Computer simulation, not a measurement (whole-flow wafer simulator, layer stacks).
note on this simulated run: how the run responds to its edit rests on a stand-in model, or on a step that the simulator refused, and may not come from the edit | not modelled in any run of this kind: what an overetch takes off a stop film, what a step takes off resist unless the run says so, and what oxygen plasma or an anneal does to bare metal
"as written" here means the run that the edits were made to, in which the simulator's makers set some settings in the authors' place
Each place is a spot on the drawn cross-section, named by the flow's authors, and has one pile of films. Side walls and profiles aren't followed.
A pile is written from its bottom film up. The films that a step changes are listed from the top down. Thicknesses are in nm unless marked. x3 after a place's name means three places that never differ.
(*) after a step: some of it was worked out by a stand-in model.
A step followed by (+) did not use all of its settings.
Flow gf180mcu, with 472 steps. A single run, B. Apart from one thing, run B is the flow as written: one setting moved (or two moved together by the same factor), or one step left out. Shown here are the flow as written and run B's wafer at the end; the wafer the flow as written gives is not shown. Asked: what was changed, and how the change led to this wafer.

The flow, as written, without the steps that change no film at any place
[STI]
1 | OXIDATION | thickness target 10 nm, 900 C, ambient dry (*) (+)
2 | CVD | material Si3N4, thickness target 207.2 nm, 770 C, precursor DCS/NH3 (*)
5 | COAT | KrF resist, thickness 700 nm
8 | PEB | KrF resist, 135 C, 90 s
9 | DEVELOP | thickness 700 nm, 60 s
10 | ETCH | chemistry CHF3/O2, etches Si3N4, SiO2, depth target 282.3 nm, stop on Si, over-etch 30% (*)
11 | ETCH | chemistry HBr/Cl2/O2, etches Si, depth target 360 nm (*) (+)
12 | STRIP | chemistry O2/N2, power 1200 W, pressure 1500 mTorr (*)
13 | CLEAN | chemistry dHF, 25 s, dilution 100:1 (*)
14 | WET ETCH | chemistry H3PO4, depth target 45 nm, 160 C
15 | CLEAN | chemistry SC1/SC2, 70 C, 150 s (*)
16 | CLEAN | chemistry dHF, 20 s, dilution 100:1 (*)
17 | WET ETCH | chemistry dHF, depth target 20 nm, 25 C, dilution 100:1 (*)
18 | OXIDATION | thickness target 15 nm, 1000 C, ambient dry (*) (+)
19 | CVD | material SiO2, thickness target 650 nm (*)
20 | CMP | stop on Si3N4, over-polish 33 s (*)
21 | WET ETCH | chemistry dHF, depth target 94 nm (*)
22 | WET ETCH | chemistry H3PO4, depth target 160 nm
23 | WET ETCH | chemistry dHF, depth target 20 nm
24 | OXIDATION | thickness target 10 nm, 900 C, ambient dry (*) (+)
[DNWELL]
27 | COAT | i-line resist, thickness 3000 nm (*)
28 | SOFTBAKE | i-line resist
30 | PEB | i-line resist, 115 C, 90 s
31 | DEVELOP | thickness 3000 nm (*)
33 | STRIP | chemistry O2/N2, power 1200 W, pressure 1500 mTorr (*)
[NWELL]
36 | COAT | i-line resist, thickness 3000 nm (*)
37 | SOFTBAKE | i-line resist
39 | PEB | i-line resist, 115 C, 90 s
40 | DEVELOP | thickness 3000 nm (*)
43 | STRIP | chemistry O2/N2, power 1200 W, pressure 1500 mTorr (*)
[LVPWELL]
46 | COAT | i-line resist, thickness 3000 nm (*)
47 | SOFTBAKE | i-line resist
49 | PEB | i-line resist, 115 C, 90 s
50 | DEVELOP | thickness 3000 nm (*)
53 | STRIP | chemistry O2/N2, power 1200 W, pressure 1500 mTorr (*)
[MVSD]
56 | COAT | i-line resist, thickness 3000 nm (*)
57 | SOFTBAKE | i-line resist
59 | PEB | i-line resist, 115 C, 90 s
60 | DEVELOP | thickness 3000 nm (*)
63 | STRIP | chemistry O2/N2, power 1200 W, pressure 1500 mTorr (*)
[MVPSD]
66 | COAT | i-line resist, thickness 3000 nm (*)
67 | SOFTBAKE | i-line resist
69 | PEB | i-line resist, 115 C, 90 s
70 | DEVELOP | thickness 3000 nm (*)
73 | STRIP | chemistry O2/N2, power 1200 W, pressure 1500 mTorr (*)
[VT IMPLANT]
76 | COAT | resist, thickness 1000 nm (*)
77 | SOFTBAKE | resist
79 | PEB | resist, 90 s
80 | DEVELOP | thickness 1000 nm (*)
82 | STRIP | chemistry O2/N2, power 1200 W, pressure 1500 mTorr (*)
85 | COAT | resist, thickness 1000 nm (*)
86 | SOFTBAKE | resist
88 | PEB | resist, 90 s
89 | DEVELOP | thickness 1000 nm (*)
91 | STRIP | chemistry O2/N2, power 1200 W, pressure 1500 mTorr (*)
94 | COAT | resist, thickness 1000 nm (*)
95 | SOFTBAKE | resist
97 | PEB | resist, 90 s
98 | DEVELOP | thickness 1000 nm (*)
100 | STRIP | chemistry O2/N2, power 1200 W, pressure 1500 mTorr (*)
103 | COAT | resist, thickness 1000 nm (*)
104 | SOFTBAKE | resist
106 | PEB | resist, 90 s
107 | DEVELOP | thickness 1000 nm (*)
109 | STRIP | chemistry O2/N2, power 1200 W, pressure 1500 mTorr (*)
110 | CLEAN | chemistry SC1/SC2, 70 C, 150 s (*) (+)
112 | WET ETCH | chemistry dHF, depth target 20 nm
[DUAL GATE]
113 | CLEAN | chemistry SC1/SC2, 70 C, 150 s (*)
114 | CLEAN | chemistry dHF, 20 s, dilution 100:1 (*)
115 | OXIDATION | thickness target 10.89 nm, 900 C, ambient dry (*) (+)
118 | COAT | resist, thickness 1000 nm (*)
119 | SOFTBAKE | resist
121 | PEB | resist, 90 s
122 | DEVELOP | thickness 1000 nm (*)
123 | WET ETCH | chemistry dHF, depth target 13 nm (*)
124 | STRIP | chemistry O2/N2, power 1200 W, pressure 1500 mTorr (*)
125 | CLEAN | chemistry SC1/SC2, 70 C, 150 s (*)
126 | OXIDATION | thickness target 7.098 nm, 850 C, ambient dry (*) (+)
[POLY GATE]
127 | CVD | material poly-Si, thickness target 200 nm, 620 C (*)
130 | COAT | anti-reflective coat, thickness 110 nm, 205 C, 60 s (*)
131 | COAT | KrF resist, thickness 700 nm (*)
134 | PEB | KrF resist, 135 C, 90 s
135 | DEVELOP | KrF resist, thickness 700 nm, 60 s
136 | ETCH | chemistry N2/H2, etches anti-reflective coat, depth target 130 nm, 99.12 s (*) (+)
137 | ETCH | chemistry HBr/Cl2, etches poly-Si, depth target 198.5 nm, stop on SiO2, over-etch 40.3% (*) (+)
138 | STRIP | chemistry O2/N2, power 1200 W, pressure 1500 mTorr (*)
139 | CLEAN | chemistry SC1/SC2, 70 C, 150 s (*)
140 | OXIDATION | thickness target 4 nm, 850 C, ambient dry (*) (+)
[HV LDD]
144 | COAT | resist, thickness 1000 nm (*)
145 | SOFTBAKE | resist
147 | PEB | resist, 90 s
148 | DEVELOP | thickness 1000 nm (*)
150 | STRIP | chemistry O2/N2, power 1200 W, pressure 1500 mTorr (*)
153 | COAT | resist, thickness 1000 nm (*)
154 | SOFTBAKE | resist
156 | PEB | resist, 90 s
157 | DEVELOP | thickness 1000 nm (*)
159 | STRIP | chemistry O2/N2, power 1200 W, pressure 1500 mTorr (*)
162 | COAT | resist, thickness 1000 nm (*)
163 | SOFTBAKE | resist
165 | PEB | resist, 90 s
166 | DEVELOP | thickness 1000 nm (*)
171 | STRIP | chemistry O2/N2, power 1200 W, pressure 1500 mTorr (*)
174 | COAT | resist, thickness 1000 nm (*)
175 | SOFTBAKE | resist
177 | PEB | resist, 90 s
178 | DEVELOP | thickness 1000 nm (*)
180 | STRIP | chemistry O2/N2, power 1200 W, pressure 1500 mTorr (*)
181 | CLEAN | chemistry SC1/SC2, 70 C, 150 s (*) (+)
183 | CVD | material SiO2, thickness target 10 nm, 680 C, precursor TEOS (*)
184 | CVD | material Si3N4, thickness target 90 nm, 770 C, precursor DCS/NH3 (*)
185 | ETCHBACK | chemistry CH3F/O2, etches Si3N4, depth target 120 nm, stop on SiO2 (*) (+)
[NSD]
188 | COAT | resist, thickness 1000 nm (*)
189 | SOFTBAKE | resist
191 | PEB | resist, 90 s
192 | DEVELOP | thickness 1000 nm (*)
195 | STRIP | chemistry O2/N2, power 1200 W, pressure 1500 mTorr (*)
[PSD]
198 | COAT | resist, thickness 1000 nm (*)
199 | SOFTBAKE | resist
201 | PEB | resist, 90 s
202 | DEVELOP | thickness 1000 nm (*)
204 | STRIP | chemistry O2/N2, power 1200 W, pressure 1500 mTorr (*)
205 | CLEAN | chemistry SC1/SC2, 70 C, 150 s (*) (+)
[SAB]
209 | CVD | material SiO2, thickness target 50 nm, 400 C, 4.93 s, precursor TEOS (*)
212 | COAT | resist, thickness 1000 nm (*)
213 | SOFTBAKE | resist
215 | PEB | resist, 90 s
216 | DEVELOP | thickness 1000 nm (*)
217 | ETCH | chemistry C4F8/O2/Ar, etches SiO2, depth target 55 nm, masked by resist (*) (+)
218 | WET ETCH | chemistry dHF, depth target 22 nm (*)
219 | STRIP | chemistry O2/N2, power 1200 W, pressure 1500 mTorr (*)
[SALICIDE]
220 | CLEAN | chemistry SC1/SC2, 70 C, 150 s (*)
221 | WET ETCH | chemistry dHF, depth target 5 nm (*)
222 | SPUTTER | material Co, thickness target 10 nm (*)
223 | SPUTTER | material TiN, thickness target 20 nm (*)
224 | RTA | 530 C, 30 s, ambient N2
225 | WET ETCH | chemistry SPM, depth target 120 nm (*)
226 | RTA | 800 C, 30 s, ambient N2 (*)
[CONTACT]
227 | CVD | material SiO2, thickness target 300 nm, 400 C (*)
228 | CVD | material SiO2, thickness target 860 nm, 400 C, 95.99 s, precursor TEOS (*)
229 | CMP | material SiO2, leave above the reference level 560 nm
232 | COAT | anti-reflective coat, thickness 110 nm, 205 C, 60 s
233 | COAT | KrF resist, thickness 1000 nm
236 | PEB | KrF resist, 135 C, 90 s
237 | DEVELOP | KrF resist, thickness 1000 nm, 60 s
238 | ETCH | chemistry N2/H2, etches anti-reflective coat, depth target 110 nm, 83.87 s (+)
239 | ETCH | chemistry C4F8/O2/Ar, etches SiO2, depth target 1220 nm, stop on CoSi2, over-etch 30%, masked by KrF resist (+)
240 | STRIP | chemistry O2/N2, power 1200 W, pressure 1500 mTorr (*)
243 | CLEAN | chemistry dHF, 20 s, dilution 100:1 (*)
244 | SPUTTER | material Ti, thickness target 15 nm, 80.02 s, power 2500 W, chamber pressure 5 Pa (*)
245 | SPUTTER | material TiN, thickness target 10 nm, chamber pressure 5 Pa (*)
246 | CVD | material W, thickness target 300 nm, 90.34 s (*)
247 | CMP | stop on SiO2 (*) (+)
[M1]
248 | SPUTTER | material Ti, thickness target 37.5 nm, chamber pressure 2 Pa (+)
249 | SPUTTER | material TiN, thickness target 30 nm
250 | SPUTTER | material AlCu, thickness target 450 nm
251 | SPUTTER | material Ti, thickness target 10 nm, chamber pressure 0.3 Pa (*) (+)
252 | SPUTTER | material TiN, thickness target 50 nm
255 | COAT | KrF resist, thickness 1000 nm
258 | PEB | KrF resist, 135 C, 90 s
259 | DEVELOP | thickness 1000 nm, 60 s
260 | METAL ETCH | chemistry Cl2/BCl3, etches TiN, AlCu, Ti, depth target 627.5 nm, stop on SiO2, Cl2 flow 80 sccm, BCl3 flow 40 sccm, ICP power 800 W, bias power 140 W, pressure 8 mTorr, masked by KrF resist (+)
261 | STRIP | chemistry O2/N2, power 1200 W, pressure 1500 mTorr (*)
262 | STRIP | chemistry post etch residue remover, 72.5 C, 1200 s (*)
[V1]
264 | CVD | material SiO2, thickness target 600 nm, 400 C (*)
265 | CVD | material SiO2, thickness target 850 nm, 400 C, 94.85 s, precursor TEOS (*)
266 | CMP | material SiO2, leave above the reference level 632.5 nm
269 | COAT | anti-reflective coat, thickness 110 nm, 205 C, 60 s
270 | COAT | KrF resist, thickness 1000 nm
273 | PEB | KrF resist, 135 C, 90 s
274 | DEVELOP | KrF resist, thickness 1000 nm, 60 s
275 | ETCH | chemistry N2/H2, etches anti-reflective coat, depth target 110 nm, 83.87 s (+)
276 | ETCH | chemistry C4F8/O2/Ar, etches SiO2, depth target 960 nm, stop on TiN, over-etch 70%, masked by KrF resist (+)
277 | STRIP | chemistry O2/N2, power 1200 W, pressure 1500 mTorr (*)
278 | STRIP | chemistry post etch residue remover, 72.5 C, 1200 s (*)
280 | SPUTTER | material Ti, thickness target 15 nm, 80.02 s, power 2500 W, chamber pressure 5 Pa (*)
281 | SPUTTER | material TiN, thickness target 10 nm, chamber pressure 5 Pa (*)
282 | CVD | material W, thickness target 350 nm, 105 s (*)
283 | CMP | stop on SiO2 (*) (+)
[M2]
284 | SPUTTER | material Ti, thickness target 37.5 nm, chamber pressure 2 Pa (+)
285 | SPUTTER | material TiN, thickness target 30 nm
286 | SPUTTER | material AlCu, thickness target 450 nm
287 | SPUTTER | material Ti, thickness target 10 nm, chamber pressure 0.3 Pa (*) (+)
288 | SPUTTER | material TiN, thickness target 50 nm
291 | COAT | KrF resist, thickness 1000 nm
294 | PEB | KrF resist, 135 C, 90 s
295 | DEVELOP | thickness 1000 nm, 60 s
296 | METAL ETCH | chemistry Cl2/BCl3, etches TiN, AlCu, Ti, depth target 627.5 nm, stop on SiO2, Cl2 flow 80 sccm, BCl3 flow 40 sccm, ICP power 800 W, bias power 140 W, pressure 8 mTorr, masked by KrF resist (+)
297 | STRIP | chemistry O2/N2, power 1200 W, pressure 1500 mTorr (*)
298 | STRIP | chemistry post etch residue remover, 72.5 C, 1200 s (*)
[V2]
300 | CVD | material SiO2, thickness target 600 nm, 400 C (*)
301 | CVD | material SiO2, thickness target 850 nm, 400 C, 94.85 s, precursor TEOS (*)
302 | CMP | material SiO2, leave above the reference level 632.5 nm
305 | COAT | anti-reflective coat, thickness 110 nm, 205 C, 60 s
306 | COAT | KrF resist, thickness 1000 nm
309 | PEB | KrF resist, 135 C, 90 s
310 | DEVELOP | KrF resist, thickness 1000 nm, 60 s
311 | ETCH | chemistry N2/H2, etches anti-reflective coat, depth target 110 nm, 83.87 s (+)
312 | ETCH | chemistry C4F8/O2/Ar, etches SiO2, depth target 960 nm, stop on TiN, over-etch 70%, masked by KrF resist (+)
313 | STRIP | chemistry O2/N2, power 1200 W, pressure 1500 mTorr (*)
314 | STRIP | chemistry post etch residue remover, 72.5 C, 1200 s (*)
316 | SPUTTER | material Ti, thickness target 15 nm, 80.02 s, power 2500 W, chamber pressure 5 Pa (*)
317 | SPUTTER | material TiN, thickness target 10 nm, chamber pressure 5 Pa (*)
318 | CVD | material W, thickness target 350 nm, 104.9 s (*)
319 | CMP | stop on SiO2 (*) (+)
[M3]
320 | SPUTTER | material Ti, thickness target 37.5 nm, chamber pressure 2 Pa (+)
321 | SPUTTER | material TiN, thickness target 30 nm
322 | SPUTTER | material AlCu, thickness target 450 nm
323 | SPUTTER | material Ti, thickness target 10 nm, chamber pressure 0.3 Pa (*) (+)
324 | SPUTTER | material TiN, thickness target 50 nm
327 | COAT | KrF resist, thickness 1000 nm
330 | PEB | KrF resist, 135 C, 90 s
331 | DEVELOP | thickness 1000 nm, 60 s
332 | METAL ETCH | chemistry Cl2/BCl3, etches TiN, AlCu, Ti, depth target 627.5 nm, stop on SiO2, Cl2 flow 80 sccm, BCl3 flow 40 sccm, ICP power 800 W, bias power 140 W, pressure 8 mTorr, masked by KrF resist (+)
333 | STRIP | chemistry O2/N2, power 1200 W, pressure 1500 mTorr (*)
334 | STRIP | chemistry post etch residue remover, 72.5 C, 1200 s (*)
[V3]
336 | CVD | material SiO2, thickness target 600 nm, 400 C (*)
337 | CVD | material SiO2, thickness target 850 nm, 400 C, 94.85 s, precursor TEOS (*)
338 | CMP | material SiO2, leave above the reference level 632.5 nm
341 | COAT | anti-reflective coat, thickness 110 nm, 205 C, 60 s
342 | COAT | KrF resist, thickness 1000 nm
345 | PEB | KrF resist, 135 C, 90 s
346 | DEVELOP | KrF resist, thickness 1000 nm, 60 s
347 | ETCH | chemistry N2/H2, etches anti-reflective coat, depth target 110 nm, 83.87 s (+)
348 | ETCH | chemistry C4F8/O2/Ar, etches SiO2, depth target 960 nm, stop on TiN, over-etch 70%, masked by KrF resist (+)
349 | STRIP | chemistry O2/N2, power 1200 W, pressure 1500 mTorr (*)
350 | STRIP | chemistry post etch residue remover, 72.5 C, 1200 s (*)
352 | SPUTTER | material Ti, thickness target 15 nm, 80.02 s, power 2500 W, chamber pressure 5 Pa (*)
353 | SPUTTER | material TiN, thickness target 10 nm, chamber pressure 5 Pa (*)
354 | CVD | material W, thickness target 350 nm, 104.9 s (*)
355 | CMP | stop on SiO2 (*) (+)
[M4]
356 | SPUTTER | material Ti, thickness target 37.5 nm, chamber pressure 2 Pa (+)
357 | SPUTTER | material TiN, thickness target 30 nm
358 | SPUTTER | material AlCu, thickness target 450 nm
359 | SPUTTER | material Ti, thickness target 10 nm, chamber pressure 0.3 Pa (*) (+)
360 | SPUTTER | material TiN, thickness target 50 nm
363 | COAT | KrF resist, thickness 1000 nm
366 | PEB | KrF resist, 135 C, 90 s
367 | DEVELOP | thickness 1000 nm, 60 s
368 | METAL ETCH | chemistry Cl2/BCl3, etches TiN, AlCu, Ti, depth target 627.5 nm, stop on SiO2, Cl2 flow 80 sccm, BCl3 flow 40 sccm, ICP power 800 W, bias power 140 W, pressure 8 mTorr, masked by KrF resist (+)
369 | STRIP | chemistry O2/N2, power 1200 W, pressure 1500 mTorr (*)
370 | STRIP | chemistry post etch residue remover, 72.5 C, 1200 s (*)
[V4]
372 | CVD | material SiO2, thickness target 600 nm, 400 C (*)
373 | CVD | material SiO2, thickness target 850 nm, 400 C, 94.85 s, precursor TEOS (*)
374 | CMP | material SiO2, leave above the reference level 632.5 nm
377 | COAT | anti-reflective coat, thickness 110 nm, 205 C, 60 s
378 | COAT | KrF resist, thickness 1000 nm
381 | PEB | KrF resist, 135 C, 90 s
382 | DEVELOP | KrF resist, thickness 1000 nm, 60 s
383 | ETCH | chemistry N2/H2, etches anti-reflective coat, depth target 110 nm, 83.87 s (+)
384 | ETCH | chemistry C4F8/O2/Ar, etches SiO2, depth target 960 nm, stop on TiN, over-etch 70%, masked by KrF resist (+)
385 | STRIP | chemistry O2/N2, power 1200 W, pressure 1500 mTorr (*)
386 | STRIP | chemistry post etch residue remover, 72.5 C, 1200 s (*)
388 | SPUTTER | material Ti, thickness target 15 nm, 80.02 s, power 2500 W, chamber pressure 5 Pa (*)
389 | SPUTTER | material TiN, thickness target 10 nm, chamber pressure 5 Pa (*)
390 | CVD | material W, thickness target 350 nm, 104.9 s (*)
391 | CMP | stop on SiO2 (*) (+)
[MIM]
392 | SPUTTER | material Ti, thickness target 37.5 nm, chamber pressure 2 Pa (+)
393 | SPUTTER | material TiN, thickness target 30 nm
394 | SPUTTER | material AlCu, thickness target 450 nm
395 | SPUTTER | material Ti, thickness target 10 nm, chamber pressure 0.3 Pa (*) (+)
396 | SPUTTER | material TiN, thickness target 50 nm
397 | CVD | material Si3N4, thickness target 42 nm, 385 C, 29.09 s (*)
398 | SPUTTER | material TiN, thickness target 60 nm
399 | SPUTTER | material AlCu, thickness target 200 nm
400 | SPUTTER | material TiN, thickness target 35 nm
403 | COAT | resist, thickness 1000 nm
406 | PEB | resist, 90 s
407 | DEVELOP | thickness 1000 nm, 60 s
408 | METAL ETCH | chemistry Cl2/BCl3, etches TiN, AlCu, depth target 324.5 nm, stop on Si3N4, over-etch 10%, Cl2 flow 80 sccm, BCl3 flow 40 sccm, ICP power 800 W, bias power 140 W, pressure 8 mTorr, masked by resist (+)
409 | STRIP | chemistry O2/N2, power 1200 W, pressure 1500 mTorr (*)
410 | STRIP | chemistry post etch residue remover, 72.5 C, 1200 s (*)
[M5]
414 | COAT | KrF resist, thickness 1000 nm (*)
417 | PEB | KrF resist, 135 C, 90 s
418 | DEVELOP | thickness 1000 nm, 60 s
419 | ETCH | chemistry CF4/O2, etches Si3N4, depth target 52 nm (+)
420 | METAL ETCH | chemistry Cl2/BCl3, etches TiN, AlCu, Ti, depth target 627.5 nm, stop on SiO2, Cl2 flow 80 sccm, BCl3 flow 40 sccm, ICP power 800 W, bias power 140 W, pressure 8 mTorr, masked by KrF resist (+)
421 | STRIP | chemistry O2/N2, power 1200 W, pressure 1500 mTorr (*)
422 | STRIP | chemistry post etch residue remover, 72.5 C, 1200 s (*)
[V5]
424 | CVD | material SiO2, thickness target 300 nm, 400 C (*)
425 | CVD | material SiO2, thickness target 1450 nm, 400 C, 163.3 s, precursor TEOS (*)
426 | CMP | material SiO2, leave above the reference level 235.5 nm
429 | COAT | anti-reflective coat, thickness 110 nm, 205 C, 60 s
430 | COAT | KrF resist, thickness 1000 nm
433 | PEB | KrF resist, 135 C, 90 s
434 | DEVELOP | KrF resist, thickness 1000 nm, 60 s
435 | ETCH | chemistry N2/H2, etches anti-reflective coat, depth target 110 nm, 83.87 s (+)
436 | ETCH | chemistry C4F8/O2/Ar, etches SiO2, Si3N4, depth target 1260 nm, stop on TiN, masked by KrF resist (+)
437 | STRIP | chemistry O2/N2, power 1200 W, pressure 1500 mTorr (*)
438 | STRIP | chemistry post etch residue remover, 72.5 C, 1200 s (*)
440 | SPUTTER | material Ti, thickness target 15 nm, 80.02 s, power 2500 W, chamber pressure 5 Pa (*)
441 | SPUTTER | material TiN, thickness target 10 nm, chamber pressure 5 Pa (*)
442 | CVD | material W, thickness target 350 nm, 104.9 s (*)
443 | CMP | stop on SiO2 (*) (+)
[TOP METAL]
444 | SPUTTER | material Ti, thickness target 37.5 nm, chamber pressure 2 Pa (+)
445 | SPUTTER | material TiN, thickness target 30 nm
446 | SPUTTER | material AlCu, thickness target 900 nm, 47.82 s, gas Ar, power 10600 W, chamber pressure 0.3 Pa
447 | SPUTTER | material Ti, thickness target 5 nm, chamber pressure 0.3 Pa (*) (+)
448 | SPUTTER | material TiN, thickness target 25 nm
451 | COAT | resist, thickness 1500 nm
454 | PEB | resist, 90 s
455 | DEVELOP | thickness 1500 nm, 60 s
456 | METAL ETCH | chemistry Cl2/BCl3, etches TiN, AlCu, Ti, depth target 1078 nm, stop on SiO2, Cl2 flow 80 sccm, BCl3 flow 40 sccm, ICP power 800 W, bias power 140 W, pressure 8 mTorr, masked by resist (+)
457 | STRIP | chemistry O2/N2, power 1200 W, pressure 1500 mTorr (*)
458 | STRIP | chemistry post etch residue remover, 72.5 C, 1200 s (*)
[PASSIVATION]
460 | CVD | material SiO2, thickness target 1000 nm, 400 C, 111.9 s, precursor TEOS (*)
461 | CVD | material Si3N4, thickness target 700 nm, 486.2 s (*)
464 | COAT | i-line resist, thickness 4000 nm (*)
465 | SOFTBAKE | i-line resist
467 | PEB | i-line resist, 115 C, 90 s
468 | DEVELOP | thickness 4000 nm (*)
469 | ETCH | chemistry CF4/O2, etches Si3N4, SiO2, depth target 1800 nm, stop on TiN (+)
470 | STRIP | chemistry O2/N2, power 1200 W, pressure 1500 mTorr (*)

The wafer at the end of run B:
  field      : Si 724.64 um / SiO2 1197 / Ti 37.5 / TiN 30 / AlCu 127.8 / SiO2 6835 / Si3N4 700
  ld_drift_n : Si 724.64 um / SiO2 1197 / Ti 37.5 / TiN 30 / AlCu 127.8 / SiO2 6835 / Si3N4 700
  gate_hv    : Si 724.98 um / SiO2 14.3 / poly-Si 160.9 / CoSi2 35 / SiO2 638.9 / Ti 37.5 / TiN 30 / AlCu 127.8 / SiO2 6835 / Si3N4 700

The reason: step 260, METAL ETCH: depth target 376.5 nm was run, while the flow as written has depth target 627.5 nm.

How this came from the change, step by step:
  260 | METAL ETCH | chemistry Cl2/BCl3, etches TiN, AlCu, Ti, depth target 627.5 nm, stop on SiO2, Cl2 flow 80 sccm, BCl3 flow 40 sccm, ICP power 800 W, bias power 140 W, pressure 8 mTorr, masked by KrF resist (+)
      field, field__w1, field__w2 and 99 more: TiN loses 50 (all of it), Ti loses 10 (all of it), AlCu loses 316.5 (in the flow as written it would be: TiN loses 50 (all of it), Ti loses 10 (all of it), AlCu loses 450 (all of it), TiN loses 30 (all of it), Ti loses 37.5 (all of it))
      field__w8, contact, m1 and 6 more: KrF resist loses 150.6 (in the flow as written it would be: KrF resist loses 251)
  261 | STRIP | chemistry O2/N2, power 1200 W, pressure 1500 mTorr (*)
      field__w8, contact, m1 and 6 more: KrF resist loses 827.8 (all of it) (in the flow as written it would be: KrF resist loses 727.4 (all of it))
  262 | STRIP | chemistry post etch residue remover, 72.5 C, 1200 s (*)
      field, field__w1, field__w2 and 99 more: AlCu loses 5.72 (in the flow as written it would be: nothing)
  264 | CVD | material SiO2, thickness target 600 nm, 400 C (*)
      field, field__w1, field__w2 and 99 more: SiO2 gains 600 (new film) (in the flow as written it would be: SiO2 gains 600)
  266 | CMP | material SiO2, leave above the reference level 632.5 nm
      field, field__w1, field__w2 and 99 more: SiO2 loses 495.3 (in the flow as written it would be: SiO2 loses 300)
Taking metal films that touch as one body, field has 1 body; the flow as written gives 0 bodies.
Taking metal films that touch as one body, ld_drift_n has 1 body; the flow as written gives 0 bodies.
Taking metal films that touch as one body, gate_hv has 2 bodies (between them, from the top down: SiO2 638.9); the flow as written gives 1 body.
